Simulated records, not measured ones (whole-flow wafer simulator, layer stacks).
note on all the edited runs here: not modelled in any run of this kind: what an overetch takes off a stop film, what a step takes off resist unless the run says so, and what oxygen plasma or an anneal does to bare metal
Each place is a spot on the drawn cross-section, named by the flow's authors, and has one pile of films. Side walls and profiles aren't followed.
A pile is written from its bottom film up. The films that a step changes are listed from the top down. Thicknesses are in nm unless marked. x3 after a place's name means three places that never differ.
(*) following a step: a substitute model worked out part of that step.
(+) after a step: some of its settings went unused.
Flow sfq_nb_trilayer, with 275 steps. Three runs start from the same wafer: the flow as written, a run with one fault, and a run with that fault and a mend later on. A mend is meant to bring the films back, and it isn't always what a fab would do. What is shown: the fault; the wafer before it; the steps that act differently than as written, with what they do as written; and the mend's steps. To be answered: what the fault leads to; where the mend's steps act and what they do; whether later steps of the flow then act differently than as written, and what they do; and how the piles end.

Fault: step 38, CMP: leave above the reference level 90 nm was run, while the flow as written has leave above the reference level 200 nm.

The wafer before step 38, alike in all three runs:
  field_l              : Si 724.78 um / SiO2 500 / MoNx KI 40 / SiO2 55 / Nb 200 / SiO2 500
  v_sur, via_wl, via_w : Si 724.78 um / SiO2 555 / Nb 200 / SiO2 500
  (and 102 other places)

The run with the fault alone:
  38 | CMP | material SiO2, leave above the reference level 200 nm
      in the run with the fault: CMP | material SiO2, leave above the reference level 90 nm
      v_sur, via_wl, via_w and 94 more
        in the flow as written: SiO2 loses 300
        in the run with the fault: SiO2 loses 410
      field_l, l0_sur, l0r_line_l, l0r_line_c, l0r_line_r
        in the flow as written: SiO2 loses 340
        in the run with the fault: SiO2 loses 450
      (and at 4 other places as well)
  Steps later in the flow that act otherwise than as written (not shown: 3 more steps that differ only slightly, by at most 2% or 0.5 nm, whichever is larger):
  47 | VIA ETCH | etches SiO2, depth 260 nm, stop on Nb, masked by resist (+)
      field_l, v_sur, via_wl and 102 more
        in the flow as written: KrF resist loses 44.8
        in the run with the fault: KrF resist loses 23.2
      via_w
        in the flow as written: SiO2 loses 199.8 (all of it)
        in the run with the fault: SiO2 loses 89.8 (all of it)
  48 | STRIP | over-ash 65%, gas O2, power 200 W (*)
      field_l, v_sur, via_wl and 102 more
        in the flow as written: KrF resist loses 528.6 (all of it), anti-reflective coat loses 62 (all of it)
        in the run with the fault: KrF resist loses 550.2 (all of it), anti-reflective coat loses 62 (all of it)
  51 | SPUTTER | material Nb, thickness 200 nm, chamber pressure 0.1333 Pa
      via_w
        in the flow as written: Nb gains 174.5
        in the run with the fault: Nb gains 195.8
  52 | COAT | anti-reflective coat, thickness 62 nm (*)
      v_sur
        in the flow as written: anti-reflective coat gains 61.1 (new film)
        in the run with the fault: anti-reflective coat gains 58 (new film)
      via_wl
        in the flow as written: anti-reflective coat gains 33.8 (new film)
        in the run with the fault: anti-reflective coat gains 38.9 (new film)
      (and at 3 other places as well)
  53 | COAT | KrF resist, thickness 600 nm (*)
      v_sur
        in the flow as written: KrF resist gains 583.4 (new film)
        in the run with the fault: KrF resist gains 595.6 (new film)
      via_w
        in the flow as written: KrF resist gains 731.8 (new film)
        in the run with the fault: KrF resist gains 643 (new film)
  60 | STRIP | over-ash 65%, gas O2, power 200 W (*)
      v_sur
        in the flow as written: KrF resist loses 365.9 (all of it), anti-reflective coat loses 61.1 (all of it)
        in the run with the fault: KrF resist loses 378 (all of it), anti-reflective coat loses 58 (all of it)
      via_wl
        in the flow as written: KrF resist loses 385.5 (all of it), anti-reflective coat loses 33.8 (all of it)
        in the run with the fault: KrF resist loses 393.8 (all of it), anti-reflective coat loses 38.9 (all of it)
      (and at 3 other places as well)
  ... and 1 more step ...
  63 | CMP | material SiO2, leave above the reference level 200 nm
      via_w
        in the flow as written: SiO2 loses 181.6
        in the run with the fault: SiO2 loses 206.8
  By the end, the piles at field_l, v_sur, via_wl and 103 more depart from the flow's by more than 2% or 0.5 nm, whichever is larger.
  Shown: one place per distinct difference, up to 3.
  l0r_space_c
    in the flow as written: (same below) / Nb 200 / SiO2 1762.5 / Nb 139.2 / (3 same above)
    in the run with the fault: (same below) / Nb 200 / SiO2 1652.5 / Nb 139.2 / (3 same above)
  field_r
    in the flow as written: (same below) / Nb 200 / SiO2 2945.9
    in the run with the fault: (same below) / Nb 200 / SiO2 2835.9
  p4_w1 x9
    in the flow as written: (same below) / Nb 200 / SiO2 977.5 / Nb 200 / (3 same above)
    in the run with the fault: (same below) / Nb 200 / SiO2 867.5 / Nb 200 / (3 same above)

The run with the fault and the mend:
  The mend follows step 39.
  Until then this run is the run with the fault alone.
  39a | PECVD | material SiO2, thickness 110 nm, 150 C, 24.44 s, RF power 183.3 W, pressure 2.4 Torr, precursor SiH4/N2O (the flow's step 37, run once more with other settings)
      field_l, v_sur, via_wl and 103 more
        SiO2 gains 110
  None of the later steps of the flow acts differently than as written at any place that is followed.
  The piles end the same as the flow's at every place that both follow.
